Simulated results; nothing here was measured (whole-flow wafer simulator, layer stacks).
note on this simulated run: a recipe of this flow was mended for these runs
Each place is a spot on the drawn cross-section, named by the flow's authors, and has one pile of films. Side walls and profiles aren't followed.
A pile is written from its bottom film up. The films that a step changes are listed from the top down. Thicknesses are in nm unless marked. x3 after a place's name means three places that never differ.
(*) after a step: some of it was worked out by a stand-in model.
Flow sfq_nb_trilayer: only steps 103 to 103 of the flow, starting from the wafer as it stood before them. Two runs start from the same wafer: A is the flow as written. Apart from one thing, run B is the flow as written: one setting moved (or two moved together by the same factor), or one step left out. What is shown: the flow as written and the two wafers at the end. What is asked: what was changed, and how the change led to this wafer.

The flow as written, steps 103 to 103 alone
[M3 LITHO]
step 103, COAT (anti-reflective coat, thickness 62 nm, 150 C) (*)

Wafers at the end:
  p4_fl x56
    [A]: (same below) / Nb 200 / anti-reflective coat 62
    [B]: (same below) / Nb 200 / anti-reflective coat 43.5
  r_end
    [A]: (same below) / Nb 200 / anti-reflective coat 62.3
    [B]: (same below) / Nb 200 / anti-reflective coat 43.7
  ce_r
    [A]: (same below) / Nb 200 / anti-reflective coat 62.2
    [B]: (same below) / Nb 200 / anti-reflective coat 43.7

Cause: step 103, COAT: thickness 43.5 nm was run, while the flow as written has thickness 62 nm.
The wafer lets one read it off: p4_fl x56 has anti-reflective coat 43.5, and step 103 as written asks for 62 nm.

How this came from the change, step by step:
  step 103, COAT (anti-reflective coat, thickness 62 nm, 150 C) (*)
      p4_fl x56, wl_j_sl x15, wl_d_m1, l0r_line_l x3, m0r_space_l x2: A anti-reflective coat gains 62 (new film) | B anti-reflective coat gains 43.5 (new film)
      r_end, moat, field_r, lsp_l, ln_m5, lsp_m, ln_m6, lsp_r: A anti-reflective coat gains 62.3 (new film) | B anti-reflective coat gains 43.7 (new film)
      (and at 21 other places as well)
